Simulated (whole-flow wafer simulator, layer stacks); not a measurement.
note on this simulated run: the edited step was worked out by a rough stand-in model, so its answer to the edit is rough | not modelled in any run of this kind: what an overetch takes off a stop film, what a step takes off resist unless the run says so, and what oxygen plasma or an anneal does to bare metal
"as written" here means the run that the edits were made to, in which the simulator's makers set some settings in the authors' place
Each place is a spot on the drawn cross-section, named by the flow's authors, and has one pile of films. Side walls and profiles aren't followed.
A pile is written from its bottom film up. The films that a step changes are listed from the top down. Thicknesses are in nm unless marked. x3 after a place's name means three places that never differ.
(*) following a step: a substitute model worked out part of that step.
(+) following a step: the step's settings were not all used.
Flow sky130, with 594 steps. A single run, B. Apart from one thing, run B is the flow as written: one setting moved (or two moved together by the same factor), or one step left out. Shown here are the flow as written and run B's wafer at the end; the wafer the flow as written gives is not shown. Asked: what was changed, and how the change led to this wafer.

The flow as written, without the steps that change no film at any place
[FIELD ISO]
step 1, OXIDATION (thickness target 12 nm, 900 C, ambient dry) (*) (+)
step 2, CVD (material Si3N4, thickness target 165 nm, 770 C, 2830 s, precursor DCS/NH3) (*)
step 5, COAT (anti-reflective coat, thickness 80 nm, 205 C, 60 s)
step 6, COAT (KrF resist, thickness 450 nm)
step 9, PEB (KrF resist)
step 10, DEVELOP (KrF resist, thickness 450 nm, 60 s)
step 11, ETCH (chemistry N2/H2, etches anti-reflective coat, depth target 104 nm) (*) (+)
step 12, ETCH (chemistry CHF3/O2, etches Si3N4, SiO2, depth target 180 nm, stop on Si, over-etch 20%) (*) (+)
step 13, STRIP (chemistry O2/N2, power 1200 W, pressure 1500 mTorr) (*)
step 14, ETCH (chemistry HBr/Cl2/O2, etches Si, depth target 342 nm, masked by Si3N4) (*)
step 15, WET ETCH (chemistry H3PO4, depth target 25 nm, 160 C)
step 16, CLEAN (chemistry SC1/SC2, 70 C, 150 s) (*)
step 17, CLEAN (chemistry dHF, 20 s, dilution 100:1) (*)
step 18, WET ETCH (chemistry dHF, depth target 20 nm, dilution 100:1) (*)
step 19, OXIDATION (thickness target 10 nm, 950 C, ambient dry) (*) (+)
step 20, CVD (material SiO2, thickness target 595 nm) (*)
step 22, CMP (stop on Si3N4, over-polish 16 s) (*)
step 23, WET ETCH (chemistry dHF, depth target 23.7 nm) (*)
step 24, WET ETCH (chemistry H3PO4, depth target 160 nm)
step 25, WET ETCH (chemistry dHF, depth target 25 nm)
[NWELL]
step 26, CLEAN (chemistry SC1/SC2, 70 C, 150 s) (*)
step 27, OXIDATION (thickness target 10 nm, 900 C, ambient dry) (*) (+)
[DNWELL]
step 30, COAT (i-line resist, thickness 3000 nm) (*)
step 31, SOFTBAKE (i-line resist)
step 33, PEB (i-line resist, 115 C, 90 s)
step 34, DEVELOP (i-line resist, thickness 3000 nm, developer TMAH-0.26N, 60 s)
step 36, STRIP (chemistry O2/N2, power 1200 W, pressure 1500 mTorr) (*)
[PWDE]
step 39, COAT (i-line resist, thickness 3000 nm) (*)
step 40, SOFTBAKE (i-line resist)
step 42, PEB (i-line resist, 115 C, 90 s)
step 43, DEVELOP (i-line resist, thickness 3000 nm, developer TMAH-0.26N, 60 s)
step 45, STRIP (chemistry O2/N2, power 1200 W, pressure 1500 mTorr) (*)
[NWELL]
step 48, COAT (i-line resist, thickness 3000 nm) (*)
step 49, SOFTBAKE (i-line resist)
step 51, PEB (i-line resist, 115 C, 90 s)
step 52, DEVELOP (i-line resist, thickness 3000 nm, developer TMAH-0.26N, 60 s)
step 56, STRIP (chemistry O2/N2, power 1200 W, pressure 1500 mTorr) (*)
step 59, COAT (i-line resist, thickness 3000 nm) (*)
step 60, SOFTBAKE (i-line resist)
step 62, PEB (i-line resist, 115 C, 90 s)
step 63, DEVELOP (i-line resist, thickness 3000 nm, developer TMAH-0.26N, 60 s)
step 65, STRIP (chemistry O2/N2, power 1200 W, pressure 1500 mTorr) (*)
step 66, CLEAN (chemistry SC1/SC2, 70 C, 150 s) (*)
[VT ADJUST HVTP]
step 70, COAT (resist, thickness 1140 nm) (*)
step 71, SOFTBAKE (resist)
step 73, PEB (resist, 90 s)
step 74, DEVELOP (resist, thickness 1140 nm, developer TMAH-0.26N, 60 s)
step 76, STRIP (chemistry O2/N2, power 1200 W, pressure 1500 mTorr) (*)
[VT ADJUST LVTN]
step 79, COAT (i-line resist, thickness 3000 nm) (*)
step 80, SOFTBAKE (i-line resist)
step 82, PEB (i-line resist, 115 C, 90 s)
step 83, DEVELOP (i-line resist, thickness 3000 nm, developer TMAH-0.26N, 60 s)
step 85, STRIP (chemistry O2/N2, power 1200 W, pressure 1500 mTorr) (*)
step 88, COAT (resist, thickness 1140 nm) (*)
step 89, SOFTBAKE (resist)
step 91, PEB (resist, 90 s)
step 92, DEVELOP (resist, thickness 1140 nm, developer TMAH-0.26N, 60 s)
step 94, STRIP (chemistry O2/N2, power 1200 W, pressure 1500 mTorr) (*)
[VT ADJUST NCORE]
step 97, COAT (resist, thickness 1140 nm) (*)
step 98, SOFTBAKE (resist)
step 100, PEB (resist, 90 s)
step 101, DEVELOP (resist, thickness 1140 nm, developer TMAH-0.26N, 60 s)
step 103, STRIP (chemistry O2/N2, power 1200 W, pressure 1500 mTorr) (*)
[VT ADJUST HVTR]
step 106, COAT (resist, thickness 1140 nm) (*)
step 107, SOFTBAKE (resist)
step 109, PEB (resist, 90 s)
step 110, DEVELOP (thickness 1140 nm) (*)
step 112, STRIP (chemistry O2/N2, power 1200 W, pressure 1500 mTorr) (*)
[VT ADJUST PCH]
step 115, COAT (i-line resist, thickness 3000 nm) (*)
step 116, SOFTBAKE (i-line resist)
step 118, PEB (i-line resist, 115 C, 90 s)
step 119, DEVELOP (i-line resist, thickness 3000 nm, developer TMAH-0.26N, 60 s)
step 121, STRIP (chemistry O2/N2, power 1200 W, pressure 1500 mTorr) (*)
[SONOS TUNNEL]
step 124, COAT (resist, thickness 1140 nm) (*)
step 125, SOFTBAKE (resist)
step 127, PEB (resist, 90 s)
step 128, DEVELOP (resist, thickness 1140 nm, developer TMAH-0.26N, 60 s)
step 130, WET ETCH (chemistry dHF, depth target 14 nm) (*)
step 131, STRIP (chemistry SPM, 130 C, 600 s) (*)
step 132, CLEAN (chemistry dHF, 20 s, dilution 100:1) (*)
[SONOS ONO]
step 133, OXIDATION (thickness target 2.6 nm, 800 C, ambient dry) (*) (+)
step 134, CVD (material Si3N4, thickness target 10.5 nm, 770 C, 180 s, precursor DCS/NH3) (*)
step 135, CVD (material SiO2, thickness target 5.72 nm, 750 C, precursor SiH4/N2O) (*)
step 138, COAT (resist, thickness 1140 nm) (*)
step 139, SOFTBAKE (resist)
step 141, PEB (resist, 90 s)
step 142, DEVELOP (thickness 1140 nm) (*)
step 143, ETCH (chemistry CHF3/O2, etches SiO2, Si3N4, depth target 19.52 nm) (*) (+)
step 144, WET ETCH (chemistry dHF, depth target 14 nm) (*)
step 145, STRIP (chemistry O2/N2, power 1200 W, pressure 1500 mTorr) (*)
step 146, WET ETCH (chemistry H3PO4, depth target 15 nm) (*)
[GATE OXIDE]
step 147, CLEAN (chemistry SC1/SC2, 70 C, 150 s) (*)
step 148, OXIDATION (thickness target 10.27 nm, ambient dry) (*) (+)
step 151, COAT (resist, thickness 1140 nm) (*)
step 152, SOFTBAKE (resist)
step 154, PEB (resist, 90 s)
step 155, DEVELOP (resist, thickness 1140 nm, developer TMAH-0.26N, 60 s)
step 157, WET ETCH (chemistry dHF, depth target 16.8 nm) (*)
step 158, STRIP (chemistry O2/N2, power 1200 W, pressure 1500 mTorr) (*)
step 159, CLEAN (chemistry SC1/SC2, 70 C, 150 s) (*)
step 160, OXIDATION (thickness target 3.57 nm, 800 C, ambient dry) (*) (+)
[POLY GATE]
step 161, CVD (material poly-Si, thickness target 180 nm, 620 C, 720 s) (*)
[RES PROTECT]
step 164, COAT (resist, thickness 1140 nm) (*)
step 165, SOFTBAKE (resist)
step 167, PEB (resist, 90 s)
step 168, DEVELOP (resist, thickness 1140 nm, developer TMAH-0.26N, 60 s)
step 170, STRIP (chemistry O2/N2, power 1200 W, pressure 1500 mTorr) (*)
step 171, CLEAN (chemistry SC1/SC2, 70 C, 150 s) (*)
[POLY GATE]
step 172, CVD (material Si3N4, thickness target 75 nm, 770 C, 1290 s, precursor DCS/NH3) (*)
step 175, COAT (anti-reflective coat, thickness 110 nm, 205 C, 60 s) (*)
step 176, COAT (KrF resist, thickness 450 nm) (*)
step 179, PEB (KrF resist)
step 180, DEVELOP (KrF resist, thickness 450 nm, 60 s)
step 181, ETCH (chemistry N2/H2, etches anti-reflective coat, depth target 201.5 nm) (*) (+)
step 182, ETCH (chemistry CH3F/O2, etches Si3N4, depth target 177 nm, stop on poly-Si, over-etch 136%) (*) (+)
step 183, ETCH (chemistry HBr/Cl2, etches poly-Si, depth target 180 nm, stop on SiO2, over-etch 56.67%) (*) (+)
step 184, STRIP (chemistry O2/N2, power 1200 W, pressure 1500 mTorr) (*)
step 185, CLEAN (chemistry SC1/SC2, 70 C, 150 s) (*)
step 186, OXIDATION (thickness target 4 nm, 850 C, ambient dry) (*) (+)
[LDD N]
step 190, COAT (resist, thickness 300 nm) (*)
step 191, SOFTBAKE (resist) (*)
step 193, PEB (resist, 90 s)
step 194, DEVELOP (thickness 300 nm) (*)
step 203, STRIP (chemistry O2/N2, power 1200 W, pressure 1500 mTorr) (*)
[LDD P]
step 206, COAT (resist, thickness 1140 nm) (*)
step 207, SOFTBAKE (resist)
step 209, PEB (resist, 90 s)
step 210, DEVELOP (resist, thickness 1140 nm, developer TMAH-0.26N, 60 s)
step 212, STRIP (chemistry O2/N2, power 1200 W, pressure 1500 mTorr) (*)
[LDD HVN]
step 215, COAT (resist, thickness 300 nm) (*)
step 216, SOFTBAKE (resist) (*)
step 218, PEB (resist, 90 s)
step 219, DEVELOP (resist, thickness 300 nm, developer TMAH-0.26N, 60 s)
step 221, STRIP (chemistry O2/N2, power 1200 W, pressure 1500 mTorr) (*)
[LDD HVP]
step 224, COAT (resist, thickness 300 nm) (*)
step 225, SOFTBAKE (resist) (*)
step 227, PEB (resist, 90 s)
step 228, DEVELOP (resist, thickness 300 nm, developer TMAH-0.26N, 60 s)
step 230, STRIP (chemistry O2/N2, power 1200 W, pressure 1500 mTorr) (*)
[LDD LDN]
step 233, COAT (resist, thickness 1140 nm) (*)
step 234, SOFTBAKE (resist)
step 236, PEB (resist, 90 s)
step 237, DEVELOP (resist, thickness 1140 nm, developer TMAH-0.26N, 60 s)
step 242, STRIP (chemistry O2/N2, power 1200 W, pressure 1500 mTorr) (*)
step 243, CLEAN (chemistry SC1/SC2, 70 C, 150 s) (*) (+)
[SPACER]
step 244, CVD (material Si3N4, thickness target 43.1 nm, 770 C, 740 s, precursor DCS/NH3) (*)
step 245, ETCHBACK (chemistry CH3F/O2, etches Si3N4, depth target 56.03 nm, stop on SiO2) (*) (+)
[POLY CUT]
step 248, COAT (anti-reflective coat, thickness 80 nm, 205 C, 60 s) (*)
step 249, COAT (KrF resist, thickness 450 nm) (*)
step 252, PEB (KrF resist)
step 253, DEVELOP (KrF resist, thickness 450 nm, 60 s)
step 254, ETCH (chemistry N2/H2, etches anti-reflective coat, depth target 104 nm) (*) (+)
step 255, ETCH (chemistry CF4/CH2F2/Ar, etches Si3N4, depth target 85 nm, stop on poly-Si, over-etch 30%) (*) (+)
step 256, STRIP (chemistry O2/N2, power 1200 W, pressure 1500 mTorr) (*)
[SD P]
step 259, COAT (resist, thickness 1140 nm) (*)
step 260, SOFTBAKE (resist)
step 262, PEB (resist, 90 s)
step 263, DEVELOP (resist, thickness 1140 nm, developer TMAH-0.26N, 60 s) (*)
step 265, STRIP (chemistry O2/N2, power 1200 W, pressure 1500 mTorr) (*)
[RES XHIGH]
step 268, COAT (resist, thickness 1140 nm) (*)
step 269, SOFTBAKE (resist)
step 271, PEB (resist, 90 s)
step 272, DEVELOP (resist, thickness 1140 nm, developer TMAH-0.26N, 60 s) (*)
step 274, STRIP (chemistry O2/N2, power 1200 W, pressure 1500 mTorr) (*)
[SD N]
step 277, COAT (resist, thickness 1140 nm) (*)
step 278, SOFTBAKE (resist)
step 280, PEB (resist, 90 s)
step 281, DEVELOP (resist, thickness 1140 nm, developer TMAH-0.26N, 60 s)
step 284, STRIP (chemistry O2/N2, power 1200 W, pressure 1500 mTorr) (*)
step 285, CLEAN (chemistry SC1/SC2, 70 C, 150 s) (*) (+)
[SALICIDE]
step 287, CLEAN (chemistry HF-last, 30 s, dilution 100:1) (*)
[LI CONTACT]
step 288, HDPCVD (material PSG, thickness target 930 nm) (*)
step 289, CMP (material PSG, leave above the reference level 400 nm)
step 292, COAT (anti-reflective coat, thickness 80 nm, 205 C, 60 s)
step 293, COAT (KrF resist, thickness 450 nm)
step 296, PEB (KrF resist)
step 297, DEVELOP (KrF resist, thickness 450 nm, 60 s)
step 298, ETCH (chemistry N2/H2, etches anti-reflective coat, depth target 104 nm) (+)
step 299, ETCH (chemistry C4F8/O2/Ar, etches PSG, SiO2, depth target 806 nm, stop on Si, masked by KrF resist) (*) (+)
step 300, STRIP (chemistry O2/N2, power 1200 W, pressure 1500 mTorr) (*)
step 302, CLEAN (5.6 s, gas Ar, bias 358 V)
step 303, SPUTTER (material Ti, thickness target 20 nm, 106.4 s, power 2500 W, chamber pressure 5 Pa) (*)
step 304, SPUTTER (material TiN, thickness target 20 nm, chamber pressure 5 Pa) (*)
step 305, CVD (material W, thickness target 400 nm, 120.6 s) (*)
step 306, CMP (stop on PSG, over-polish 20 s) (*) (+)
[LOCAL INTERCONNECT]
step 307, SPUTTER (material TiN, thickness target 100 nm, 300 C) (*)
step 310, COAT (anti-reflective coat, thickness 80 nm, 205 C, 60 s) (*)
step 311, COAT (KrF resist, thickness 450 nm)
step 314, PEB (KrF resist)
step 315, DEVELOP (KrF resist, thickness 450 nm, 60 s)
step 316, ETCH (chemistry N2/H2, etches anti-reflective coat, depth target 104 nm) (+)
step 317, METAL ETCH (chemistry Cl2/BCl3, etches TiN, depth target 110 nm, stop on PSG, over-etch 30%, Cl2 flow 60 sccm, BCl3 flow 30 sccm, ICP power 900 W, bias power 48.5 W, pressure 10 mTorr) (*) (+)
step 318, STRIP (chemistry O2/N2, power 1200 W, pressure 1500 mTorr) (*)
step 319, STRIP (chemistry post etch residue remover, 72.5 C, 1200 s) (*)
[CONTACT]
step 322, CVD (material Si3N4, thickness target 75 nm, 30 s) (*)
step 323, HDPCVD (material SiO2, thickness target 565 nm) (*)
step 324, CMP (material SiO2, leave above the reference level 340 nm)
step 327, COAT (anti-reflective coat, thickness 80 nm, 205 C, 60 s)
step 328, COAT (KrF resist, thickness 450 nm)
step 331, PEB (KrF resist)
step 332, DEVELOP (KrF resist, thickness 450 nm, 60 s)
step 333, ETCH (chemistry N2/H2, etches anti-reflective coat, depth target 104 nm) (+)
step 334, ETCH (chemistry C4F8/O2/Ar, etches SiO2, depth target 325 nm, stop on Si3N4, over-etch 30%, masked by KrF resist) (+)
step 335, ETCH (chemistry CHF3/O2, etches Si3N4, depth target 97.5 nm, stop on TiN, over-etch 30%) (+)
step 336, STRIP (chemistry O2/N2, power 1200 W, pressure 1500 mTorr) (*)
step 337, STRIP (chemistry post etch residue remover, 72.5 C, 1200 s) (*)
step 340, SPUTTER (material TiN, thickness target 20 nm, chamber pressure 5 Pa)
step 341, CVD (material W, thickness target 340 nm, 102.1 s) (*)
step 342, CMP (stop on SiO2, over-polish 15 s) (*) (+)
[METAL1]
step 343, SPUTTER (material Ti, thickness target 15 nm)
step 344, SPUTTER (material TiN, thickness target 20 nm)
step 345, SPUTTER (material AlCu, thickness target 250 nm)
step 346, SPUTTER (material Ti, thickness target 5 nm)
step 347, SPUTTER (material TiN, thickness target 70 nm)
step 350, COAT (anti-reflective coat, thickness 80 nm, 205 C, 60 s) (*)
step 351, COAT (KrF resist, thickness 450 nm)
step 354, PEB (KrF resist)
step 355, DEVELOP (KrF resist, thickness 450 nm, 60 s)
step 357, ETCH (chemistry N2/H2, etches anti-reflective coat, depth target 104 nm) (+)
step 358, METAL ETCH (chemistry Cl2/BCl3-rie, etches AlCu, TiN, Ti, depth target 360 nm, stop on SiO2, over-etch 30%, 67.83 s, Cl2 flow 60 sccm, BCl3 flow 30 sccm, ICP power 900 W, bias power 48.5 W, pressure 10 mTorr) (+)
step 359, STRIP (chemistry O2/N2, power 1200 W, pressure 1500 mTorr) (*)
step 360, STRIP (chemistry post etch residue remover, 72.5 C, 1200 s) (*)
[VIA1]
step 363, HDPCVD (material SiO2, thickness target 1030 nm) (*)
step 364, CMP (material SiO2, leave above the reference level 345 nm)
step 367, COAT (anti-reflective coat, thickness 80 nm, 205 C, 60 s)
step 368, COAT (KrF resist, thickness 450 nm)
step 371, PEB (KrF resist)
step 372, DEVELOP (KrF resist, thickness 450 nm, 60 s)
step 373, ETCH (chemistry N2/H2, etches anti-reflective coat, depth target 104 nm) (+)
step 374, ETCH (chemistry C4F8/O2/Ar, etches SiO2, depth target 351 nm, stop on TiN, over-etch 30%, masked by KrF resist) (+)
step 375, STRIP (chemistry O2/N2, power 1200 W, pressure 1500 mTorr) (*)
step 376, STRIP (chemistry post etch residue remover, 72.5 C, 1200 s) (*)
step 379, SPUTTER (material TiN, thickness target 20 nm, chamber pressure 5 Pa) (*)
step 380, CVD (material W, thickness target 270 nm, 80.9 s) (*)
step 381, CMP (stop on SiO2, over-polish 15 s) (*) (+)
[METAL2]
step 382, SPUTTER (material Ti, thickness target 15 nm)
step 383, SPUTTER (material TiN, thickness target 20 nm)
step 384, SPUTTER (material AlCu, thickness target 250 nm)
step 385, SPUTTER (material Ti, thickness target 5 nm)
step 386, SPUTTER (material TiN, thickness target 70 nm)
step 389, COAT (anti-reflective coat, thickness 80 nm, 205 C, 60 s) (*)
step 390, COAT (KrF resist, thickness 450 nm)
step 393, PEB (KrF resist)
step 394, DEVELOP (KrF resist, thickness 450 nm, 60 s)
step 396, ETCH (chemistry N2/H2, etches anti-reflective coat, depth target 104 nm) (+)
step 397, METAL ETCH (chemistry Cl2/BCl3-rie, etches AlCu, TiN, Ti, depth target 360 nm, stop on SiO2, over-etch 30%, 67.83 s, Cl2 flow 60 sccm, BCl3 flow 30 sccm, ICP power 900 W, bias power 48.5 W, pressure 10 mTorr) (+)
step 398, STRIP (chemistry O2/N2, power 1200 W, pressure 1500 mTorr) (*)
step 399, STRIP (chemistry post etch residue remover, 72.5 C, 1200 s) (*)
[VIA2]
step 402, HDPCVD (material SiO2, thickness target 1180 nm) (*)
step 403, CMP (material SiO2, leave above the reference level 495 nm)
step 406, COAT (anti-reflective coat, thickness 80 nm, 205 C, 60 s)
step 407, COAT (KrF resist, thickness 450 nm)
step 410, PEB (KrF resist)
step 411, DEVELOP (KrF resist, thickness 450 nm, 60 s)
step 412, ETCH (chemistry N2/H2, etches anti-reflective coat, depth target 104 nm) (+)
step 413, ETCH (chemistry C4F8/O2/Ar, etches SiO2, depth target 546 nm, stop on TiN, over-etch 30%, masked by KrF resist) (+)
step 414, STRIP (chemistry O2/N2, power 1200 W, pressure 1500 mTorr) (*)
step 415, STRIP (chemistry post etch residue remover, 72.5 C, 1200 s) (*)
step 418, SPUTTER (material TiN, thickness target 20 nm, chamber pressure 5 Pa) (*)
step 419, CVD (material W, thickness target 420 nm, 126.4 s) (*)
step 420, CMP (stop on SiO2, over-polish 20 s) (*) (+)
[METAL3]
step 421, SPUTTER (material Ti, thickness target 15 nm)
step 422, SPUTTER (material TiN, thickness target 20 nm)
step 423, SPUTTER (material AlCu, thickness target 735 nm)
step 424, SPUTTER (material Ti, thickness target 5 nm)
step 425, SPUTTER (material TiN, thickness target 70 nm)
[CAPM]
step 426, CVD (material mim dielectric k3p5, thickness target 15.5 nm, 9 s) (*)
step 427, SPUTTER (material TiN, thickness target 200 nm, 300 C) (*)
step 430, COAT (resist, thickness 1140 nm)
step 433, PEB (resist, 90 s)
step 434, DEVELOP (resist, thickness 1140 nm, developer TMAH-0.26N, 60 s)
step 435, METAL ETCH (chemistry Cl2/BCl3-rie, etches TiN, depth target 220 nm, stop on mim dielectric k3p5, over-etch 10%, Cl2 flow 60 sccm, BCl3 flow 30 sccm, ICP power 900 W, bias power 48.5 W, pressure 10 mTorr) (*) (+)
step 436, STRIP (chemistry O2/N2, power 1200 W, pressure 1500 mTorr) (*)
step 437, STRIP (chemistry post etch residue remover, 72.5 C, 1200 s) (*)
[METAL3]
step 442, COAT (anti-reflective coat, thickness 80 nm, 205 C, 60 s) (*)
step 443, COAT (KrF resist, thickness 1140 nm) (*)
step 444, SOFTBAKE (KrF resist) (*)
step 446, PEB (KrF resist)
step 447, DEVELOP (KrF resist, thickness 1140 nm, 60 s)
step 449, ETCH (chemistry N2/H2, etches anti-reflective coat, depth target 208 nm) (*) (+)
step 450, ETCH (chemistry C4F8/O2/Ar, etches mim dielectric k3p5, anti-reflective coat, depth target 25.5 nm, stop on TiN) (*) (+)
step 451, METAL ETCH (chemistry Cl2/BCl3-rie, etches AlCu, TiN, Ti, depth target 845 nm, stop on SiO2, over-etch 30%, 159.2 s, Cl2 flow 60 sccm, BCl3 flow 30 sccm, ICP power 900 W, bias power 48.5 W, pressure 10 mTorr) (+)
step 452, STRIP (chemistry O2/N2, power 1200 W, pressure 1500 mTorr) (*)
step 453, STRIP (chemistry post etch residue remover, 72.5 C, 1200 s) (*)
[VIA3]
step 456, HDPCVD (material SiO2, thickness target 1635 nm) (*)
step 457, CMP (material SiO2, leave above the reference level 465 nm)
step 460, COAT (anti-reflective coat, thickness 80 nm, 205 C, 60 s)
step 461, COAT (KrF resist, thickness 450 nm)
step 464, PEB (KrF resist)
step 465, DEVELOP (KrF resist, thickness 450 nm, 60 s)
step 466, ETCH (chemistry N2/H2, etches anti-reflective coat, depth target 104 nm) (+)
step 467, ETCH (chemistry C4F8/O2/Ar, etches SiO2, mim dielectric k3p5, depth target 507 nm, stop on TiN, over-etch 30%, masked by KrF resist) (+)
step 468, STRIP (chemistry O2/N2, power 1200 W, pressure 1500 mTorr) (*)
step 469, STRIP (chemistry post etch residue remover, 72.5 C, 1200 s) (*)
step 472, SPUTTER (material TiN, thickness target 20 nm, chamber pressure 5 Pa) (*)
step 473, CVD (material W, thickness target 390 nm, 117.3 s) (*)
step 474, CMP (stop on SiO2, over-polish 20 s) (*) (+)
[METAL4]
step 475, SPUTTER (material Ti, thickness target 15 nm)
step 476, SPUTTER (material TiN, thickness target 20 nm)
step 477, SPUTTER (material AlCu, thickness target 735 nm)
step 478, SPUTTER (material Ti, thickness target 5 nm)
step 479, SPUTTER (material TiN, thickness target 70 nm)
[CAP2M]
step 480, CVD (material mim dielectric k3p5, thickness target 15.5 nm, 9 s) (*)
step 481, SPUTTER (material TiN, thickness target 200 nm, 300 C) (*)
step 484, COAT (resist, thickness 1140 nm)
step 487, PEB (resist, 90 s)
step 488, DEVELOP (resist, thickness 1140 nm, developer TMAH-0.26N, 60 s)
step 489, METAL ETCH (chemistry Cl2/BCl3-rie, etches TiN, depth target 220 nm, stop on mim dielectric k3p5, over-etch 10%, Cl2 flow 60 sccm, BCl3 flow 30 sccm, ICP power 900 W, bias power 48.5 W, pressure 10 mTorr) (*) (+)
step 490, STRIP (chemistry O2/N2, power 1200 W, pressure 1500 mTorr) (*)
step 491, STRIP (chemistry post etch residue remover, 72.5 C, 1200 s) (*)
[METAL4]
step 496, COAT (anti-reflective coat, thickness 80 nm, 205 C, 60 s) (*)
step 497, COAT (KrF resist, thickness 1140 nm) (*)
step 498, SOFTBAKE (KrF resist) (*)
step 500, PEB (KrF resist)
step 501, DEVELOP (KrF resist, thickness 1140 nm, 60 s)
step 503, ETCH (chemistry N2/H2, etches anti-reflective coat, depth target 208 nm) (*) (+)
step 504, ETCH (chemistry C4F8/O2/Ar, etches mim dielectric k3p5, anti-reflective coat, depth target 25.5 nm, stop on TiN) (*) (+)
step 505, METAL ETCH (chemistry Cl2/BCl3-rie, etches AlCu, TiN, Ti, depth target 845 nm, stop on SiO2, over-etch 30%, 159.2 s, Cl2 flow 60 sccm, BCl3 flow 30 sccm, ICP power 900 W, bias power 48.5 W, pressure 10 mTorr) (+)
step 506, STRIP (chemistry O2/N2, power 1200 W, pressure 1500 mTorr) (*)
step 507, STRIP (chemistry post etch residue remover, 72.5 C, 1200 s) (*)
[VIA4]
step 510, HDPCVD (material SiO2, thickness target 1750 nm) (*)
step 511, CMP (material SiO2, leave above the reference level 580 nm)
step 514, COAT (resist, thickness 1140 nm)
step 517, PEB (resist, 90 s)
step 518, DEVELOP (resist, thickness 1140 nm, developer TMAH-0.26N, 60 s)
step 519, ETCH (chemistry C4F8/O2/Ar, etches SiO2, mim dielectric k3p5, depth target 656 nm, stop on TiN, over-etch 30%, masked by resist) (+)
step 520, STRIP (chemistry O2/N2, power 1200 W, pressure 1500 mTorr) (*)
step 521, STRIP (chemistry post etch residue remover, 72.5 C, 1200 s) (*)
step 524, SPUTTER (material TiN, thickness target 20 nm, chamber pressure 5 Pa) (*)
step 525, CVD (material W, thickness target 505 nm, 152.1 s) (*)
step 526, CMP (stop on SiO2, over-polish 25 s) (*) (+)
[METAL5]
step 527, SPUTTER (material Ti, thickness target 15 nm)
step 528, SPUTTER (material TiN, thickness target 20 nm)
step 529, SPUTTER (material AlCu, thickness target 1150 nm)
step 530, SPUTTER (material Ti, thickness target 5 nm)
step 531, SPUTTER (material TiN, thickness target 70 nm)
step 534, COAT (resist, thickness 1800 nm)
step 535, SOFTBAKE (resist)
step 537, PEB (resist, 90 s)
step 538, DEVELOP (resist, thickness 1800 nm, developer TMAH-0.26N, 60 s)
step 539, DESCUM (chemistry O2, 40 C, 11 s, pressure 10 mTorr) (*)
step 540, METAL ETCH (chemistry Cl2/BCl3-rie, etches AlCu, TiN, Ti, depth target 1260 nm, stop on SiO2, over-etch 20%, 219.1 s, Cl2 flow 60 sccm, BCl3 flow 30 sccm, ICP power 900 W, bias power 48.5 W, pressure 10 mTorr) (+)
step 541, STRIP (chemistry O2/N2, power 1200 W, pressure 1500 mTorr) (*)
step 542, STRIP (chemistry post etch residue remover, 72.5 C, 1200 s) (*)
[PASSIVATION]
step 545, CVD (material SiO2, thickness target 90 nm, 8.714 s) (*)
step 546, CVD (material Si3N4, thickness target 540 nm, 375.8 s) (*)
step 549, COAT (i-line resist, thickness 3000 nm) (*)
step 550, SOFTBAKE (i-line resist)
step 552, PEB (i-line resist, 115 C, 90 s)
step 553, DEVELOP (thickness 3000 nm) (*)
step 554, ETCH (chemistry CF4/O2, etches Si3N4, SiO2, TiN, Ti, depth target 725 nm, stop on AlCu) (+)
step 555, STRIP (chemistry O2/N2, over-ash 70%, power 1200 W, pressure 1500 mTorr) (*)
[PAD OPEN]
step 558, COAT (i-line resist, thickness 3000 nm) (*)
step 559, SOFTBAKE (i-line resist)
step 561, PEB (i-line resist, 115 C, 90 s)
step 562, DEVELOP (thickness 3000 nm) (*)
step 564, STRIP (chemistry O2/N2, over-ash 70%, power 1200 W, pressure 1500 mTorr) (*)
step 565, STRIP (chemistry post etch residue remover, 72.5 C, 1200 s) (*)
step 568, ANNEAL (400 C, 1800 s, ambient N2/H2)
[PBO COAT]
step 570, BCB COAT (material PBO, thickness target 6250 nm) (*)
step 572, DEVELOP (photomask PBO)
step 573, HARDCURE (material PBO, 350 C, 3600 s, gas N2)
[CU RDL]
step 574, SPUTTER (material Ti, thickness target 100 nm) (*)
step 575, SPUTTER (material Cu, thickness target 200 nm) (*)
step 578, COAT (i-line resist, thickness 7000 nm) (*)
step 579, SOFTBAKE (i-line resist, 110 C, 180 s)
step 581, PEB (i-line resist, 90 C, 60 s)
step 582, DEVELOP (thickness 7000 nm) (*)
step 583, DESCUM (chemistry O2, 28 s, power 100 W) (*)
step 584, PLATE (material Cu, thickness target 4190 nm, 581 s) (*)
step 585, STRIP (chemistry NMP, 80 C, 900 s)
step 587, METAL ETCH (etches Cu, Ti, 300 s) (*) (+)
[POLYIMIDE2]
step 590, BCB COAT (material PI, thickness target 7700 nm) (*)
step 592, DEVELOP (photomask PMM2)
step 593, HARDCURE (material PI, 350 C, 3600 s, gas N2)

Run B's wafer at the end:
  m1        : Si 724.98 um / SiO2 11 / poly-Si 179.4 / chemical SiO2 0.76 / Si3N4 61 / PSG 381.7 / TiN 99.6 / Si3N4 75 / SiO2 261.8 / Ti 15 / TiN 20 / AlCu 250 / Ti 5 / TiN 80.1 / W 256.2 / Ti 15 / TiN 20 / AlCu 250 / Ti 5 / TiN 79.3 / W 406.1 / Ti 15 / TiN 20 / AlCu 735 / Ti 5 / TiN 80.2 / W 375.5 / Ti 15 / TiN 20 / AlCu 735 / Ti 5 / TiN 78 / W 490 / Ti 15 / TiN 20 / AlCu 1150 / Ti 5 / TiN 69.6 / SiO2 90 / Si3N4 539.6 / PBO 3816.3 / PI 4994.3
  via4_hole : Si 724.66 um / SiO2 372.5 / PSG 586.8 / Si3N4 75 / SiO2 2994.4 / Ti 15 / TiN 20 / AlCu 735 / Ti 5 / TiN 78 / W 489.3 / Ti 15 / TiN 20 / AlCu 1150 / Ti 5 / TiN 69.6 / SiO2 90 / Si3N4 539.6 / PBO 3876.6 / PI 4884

The reason: step 524, SPUTTER: thickness target 11 nm was run, while the flow as written has thickness target 20 nm.

The path from the change to this, step by step:
  step 524, SPUTTER (material TiN, thickness target 20 nm, chamber pressure 5 Pa) (*)
      field, active, n_well and 188 more: +11 TiN (new film) (it would be, as written: +20 TiN (new film))
      m1: +8.4 TiN (it would be, as written: +15.3 TiN)
      (and at 1 other place as well)
  step 526, CMP (stop on SiO2, over-polish 25 s) (*) (+)
      field, active, n_well and 188 more: -505 W (all of it), -11 TiN (all of it), -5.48 SiO2 (it would be, as written: -505 W (all of it), -20 TiN (all of it), -5.48 SiO2)
